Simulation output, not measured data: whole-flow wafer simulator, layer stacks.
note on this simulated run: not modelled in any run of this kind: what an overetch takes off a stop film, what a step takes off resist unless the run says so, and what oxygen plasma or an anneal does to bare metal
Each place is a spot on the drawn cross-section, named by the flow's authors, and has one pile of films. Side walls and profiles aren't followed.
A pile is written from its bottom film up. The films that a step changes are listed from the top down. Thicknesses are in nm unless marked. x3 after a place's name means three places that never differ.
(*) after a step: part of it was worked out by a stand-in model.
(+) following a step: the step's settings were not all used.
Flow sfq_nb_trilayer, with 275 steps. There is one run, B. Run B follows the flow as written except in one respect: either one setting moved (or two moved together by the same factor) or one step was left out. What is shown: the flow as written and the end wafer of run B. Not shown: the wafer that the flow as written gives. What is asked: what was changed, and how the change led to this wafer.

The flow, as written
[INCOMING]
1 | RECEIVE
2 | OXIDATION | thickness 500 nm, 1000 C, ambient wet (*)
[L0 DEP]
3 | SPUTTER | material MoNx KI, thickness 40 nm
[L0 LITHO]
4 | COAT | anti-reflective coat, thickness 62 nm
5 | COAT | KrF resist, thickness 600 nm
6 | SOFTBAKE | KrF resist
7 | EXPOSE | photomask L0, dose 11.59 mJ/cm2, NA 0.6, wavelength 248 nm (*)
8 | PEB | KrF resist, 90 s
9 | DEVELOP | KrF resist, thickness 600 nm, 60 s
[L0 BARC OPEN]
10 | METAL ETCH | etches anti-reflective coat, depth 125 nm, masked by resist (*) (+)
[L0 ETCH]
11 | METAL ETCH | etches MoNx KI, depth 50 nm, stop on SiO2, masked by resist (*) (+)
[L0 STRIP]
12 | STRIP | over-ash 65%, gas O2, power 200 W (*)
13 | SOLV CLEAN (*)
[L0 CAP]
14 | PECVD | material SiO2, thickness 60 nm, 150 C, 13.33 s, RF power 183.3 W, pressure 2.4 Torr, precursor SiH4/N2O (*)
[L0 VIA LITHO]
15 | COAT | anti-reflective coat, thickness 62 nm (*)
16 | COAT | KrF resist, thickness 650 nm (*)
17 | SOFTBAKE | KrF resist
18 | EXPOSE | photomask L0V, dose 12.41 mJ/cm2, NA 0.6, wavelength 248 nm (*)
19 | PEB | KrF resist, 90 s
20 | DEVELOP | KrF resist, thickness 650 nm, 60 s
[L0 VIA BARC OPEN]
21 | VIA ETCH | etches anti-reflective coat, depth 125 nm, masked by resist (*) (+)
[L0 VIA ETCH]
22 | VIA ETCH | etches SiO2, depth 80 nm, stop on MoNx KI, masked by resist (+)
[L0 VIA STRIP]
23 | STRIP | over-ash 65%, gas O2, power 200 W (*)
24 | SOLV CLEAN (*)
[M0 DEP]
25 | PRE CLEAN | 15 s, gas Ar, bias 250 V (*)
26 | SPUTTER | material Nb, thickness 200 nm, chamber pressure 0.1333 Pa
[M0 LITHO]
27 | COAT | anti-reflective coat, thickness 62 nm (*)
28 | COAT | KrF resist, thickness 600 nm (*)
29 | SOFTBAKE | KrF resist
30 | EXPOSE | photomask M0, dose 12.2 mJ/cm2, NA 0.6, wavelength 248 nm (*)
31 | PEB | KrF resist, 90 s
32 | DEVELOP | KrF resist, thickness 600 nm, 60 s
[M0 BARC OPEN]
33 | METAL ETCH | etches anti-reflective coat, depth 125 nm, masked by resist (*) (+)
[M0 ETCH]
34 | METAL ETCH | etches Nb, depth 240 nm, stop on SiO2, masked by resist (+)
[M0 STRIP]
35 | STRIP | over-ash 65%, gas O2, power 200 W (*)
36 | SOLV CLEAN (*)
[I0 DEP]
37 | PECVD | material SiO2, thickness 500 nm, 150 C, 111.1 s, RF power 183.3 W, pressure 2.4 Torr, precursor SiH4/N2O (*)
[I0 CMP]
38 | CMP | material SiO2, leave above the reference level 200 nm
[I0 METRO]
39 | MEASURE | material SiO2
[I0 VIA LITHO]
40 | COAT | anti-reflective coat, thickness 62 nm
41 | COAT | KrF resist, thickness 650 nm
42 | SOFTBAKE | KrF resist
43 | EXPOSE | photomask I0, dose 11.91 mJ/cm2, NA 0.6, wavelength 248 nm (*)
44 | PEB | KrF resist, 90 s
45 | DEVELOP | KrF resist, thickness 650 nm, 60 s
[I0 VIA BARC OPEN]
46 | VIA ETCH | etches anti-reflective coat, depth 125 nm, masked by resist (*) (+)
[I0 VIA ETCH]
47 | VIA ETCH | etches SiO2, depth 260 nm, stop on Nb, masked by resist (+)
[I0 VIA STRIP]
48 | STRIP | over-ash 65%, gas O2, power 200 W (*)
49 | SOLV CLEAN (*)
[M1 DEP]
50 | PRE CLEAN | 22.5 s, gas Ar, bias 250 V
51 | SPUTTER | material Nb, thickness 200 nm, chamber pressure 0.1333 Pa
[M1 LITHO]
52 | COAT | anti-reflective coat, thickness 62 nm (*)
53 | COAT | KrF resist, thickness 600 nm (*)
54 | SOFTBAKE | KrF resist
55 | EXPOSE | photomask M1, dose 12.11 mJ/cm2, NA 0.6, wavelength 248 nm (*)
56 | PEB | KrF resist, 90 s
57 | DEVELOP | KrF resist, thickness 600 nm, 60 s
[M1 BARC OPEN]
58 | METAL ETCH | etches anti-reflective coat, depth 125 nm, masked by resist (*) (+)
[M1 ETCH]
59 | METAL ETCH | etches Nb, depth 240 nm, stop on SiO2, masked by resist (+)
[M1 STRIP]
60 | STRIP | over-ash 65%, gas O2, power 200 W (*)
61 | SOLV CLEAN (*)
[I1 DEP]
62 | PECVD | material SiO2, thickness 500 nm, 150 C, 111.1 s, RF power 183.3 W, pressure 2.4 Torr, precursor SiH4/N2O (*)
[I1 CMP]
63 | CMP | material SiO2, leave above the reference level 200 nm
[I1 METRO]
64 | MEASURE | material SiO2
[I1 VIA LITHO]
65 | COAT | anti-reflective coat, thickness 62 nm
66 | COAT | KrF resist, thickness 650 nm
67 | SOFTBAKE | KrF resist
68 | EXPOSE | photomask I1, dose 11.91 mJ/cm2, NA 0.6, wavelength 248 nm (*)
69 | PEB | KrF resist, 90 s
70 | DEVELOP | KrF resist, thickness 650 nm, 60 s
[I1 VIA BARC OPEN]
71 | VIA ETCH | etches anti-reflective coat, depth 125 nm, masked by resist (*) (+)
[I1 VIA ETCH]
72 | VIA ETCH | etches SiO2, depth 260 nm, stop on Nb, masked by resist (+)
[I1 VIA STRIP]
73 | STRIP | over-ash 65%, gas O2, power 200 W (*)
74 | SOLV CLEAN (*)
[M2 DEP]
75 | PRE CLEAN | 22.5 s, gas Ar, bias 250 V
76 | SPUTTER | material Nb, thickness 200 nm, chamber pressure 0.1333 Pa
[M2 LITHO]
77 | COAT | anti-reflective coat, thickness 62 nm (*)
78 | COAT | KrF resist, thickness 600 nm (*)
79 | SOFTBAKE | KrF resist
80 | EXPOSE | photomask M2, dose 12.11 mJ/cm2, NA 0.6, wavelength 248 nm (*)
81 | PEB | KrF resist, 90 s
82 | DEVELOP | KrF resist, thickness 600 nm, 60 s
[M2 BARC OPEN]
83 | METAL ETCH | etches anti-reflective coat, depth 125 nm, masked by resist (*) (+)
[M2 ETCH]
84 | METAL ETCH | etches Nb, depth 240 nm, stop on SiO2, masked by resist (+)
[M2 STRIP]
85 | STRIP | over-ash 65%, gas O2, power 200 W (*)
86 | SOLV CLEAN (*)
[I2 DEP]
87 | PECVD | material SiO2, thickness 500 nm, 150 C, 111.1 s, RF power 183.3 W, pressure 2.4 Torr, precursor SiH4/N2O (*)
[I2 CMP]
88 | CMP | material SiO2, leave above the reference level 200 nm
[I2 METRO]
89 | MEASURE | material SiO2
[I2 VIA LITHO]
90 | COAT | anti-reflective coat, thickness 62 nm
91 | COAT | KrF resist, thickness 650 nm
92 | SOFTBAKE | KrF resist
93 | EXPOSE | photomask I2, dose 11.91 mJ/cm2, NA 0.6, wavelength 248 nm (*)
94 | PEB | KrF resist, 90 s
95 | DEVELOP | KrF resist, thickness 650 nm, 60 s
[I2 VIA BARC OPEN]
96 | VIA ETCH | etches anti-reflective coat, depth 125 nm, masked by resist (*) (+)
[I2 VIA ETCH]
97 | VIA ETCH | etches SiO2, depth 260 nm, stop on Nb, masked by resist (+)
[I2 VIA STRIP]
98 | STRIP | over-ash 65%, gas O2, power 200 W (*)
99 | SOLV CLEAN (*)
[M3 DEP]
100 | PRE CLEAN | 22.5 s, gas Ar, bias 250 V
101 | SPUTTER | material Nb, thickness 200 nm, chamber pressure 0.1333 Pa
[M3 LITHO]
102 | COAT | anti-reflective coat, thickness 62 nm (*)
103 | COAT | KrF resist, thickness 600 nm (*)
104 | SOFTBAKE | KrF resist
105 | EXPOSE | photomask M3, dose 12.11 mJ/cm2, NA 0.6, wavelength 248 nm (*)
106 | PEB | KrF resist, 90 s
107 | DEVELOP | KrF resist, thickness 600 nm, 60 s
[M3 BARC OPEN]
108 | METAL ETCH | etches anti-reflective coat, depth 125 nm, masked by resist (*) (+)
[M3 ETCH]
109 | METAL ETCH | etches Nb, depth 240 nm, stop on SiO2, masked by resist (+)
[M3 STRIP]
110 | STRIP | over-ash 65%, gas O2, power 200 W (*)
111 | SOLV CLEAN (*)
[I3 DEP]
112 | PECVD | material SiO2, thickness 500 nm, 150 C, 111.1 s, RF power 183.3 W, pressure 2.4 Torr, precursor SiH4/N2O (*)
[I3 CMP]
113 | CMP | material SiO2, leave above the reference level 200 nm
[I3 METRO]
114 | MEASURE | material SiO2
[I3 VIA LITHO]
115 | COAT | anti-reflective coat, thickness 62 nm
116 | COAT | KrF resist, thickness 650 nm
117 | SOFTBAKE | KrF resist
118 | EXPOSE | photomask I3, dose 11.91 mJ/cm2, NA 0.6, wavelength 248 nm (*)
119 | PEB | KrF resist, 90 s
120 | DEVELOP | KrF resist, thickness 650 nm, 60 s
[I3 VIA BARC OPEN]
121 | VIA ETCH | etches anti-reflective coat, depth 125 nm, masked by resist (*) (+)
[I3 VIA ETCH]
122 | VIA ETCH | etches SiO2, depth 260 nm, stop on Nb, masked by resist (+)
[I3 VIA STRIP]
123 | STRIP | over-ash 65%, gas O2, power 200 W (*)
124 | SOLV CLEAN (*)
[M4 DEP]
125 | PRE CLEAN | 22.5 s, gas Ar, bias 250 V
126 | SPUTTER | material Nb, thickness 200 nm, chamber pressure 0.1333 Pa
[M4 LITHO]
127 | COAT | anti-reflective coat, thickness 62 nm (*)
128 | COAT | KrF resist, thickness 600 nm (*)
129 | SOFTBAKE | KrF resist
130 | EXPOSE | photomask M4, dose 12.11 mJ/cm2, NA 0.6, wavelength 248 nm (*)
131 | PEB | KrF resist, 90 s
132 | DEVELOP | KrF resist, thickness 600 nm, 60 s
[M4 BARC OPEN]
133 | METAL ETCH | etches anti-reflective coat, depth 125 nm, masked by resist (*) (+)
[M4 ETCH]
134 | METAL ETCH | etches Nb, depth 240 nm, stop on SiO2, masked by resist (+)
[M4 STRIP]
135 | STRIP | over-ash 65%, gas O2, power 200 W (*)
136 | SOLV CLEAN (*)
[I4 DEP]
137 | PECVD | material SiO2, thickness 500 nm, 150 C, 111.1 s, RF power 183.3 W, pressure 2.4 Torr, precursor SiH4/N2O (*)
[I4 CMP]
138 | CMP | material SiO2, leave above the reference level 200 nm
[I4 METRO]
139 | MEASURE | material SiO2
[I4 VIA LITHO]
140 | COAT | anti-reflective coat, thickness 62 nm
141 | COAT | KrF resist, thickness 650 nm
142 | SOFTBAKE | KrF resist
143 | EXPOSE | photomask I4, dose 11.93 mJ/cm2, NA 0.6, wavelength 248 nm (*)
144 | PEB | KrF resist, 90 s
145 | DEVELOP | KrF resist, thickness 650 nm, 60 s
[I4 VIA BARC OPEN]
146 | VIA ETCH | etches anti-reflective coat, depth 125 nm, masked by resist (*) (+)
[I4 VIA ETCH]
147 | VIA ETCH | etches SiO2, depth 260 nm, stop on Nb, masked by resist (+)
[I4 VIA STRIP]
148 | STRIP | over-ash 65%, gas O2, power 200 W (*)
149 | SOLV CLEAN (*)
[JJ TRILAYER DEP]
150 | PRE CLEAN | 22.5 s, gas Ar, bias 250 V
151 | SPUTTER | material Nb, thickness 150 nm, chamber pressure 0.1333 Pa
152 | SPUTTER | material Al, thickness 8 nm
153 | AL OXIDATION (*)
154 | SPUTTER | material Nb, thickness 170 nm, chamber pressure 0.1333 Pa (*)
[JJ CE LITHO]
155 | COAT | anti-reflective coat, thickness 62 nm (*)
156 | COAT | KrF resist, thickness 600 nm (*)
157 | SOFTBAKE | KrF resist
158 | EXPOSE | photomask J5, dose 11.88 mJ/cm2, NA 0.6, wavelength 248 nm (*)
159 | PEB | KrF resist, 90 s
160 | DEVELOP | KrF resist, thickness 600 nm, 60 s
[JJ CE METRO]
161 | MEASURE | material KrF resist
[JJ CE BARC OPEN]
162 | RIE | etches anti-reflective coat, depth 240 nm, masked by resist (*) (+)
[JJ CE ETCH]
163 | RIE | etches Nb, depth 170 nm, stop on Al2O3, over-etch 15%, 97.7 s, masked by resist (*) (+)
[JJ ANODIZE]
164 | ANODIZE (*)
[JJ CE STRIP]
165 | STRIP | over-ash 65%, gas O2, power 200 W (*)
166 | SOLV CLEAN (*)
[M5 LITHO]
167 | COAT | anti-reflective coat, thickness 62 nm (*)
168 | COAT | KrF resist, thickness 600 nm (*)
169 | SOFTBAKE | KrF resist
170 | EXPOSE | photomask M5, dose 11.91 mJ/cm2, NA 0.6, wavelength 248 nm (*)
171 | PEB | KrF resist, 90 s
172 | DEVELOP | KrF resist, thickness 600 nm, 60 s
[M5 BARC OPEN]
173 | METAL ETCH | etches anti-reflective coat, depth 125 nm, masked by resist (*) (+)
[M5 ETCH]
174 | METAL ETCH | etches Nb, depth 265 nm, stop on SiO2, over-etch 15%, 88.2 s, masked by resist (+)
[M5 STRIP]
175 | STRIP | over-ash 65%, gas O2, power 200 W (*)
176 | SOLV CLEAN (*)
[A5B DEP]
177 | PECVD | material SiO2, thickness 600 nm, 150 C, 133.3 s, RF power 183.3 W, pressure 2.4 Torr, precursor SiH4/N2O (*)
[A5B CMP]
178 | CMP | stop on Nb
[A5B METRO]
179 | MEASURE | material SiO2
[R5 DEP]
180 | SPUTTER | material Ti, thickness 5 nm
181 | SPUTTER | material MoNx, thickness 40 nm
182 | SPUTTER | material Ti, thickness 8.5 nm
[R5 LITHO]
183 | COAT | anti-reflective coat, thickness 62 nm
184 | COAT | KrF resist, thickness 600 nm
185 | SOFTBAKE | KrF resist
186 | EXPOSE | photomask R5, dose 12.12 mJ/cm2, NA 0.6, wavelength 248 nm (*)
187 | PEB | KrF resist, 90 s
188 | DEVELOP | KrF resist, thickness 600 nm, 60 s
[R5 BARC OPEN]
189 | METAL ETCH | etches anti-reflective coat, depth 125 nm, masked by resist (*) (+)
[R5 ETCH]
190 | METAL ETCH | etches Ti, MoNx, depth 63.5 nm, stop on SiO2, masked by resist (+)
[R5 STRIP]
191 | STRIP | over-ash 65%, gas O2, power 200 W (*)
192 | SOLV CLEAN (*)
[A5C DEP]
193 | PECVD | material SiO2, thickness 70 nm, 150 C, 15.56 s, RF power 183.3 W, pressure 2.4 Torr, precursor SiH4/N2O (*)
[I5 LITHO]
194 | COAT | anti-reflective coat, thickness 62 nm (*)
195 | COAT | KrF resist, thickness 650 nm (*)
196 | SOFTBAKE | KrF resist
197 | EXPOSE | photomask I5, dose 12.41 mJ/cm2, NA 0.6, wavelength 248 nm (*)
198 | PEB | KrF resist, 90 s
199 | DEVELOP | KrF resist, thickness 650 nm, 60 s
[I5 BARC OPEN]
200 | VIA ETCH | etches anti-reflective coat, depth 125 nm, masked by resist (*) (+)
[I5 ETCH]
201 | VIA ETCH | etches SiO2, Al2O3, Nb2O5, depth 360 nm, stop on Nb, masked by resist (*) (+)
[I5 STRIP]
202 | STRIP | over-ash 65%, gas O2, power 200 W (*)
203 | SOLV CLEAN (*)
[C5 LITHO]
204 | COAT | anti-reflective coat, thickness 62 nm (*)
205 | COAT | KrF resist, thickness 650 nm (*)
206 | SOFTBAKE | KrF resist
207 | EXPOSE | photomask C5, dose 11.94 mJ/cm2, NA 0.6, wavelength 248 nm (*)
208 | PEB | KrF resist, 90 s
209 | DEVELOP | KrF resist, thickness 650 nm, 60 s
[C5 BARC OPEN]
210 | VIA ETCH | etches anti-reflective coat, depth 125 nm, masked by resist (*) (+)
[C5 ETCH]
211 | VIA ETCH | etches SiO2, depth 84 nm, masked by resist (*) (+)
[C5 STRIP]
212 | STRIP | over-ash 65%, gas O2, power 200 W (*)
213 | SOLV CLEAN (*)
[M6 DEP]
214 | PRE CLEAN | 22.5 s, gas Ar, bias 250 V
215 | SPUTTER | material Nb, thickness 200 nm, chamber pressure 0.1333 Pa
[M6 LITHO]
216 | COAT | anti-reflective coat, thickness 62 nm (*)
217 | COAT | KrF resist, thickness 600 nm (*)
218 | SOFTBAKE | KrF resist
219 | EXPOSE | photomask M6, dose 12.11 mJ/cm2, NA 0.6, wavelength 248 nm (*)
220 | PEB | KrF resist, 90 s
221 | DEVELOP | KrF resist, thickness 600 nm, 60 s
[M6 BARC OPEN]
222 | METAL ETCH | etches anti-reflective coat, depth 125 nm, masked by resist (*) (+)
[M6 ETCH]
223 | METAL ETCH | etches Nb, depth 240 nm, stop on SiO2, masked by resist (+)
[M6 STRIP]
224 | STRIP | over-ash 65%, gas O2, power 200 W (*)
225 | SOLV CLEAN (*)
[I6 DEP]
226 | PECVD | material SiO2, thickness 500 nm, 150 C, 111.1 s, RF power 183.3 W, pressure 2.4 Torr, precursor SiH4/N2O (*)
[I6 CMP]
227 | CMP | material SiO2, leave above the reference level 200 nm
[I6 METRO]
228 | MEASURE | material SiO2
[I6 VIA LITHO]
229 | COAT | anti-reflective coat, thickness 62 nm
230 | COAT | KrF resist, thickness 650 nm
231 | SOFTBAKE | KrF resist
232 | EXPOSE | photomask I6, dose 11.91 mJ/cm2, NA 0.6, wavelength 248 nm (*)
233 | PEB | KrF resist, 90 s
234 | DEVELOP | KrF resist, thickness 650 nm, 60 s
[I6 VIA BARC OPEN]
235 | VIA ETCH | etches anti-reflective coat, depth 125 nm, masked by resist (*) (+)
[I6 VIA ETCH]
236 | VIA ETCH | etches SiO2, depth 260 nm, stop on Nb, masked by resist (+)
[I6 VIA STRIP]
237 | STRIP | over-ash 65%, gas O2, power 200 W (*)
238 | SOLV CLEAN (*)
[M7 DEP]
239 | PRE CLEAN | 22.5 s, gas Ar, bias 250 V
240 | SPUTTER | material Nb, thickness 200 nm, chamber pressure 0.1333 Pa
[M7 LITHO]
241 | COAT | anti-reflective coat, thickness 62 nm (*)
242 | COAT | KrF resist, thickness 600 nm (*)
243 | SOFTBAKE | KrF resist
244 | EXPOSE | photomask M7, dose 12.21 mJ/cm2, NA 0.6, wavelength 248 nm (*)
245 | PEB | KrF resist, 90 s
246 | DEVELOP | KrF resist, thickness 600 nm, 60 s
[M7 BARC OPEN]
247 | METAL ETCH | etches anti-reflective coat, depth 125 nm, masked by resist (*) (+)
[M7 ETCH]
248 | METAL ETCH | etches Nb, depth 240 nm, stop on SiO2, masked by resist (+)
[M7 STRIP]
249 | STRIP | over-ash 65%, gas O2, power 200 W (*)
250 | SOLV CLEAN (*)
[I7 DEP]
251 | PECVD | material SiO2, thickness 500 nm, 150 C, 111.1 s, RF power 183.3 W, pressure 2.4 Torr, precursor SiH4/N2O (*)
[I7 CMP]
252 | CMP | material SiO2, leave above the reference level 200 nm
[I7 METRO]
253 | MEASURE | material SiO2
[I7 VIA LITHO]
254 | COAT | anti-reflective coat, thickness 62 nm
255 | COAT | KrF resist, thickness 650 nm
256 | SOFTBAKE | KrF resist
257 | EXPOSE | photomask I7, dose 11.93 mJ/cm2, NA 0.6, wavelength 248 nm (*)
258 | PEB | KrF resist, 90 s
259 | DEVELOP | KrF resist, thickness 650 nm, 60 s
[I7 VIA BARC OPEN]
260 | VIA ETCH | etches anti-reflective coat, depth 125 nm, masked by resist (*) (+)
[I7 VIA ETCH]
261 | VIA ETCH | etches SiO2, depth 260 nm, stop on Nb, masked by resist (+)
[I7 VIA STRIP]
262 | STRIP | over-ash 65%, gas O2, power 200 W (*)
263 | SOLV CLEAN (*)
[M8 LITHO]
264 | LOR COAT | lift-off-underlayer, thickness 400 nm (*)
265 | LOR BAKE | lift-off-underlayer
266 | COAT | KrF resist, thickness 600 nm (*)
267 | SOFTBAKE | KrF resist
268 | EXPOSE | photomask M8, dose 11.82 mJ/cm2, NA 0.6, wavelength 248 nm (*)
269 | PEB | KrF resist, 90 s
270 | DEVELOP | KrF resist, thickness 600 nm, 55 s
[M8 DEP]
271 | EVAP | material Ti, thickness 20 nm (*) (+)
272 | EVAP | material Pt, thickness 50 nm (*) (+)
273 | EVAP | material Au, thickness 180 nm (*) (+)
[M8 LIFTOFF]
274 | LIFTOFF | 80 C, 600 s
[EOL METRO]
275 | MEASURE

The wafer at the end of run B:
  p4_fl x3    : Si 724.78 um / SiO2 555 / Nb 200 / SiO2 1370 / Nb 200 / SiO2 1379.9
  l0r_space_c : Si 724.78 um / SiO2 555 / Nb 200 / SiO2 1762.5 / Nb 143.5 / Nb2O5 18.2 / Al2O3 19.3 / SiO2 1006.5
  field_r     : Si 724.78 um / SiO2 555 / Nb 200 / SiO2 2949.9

The reason: step 152, SPUTTER: thickness 12 nm was run, though the flow has thickness 8 nm.

Step by step, how the change led to this:
  152 | SPUTTER | material Al, thickness 8 nm
      field_l, v_sur, via_sp and 100 more: Al gains 12 (new film) (it would be, as written: Al gains 8 (new film))
      via_wl, via_wr: Al gains 7.71 (new film) (it would be, as written: Al gains 5.14 (new film))
      (also at 1 further place)
  164 | ANODIZE (*)
      field_l, v_sur, via_sp and 96 more: Al2O3 gains 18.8, Nb2O5 gains 18.2 (new film), Al loses 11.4 (all of it), Nb loses 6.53 (it would be, as written: Al2O3 gains 12.2, Nb2O5 gains 29.9 (new film), Al loses 7.42 (all of it), Nb loses 10.8)
      via_wl, via_wr: Al2O3 gains 11.8 (new film), Nb2O5 gains 31.6 (new film), Al loses 7.13 (all of it), Nb loses 11.4 (it would be, as written: Al2O3 gains 7.52 (new film), Nb2O5 gains 39.2 (new film), Al loses 4.56 (all of it), Nb loses 14.1)
      (also at 1 further place)
  167 | COAT | anti-reflective coat, thickness 62 nm (*)
      ce_l: anti-reflective coat gains 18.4 (new film) (it would be, as written: anti-reflective coat gains 19.6 (new film))
      ce_r: anti-reflective coat gains 18.4 (new film) (it would be, as written: anti-reflective coat gains 19.7 (new film))
  174 | METAL ETCH | etches Nb, depth 265 nm, stop on SiO2, over-etch 15%, 88.2 s, masked by resist (+)
      field_l, r_sur, res and 50 more: Al2O3 loses 19.2 (all of it), Nb2O5 loses 18.2 (all of it), Nb loses 143.5 (all of it), SiO2 loses 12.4 (it would be, as written: Al2O3 loses 12.6 (all of it), Nb2O5 loses 29.9 (all of it), Nb loses 139.2 (all of it), SiO2 loses 12.3)
  175 | STRIP | over-ash 65%, gas O2, power 200 W (*)
      ce_l: KrF resist loses 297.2 (all of it), anti-reflective coat loses 18.4 (all of it) (it would be, as written: KrF resist loses 299.6 (all of it), anti-reflective coat loses 19.6 (all of it))
      ce_r: KrF resist loses 297.4 (all of it), anti-reflective coat loses 18.4 (all of it) (it would be, as written: KrF resist loses 299.9 (all of it), anti-reflective coat loses 19.7 (all of it))
  178 | CMP | stop on Nb
      via_w: SiO2 loses 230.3 (it would be, as written: SiO2 loses 235.2)
  201 | VIA ETCH | etches SiO2, Al2O3, Nb2O5, depth 360 nm, stop on Nb, masked by resist (*) (+)
      be: SiO2 loses 221.3 (all of it), Al2O3 loses 19.3 (all of it), Nb2O5 loses 18.2 (all of it) (it would be, as written: SiO2 loses 216.4 (all of it), Al2O3 loses 12.7 (all of it), Nb2O5 loses 29.9 (all of it))
